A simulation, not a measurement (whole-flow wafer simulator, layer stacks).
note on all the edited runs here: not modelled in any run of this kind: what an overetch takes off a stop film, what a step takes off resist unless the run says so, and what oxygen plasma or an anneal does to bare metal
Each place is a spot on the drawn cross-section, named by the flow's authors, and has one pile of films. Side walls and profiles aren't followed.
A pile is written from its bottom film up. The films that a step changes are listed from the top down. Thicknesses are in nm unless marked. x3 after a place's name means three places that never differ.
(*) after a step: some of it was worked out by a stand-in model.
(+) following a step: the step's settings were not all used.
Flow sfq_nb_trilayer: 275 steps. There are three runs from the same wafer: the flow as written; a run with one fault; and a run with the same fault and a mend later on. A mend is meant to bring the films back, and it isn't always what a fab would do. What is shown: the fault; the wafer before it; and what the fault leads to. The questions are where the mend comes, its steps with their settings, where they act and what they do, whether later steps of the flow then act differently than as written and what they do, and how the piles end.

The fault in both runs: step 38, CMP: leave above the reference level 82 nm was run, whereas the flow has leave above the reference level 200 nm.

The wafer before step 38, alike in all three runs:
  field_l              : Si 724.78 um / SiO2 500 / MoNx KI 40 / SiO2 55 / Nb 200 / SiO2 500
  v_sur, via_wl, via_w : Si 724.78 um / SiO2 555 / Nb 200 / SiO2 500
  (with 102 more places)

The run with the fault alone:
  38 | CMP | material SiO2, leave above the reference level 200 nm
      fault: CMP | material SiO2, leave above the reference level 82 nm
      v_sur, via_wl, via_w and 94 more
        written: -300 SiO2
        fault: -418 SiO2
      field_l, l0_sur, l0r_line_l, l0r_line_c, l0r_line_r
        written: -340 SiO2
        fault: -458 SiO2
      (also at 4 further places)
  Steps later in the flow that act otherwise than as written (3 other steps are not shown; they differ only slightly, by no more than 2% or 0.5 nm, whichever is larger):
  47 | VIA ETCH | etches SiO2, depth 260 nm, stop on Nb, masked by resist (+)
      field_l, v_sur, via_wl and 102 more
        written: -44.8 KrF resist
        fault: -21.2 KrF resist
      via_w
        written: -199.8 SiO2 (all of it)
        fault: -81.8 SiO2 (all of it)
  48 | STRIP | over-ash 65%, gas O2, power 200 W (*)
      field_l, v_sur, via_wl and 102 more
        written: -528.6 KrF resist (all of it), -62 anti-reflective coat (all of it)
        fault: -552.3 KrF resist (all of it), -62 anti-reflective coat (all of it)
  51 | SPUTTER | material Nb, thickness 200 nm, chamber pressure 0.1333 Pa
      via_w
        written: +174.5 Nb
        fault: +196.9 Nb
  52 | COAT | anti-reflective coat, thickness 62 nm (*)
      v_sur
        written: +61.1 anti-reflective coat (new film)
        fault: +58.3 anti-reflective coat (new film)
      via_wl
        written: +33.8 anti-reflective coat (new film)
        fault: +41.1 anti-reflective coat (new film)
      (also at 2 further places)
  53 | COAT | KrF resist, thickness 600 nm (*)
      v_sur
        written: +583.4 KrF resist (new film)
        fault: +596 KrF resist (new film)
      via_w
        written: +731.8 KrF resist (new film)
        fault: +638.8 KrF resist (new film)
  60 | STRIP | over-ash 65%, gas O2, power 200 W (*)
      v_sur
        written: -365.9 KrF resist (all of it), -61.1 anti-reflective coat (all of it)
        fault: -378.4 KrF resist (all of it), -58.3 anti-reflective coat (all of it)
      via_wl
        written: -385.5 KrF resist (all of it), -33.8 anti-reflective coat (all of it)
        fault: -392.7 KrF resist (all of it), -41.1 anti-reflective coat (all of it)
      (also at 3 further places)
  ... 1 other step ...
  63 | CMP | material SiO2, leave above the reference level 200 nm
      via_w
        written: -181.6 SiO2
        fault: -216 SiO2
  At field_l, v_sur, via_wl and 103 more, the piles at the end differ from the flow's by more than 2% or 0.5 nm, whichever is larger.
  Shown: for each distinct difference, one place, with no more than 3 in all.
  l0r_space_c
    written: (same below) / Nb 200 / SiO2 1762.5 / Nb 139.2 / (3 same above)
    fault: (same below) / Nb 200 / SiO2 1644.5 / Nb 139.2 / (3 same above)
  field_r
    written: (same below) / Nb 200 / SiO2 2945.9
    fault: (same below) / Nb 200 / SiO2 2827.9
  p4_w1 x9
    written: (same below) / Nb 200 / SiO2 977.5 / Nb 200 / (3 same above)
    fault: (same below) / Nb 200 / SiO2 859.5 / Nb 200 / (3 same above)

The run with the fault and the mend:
  After step 45 comes the mend.
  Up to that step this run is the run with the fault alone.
  45a | STRIP | over-ash 65%, gas O2, power 200 W (*)
      field_l, v_sur, via_wl and 102 more
        -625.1 KrF resist (all of it), -62 anti-reflective coat (all of it)
      via_w
        -62 anti-reflective coat (all of it)
  45b | PECVD | material SiO2, thickness 118 nm, 150 C, 26.22 s, RF power 183.3 W, pressure 2.4 Torr, precursor SiH4/N2O (a further turn of the flow's step 37, with different settings)
      field_l, v_sur, via_wl and 103 more
        +118 SiO2
  45c | COAT | anti-reflective coat, thickness 62 nm (a further turn of the flow's step 40)
      field_l, v_sur, via_wl and 103 more
        +62 anti-reflective coat (new film)
  45d | COAT | KrF resist, thickness 650 nm (a further turn of the flow's step 41)
      field_l, v_sur, via_wl and 103 more
        +650 KrF resist (new film)
  45e | SOFTBAKE | KrF resist (a further turn of the flow's step 42)
      does not change any film at any place that is followed
  45f | EXPOSE | photomask I0, dose 11.91 mJ/cm2, NA 0.6, wavelength 248 nm (*) (a further turn of the flow's step 43)
      does not change any film at any place that is followed
  45g | PEB | KrF resist, 90 s (a further turn of the flow's step 44)
      field_l, v_sur, via_wl and 103 more
        -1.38 KrF resist
  45h | DEVELOP | KrF resist, thickness 650 nm, 60 s (a further turn of the flow's step 45)
      field_l, v_sur, via_wl and 102 more
        -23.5 KrF resist
      via_w
        -648.6 KrF resist (all of it)
  Every later step of the flow that is run acts as written at every place that is followed.
  The piles end the same as the flow's at every place that both follow.
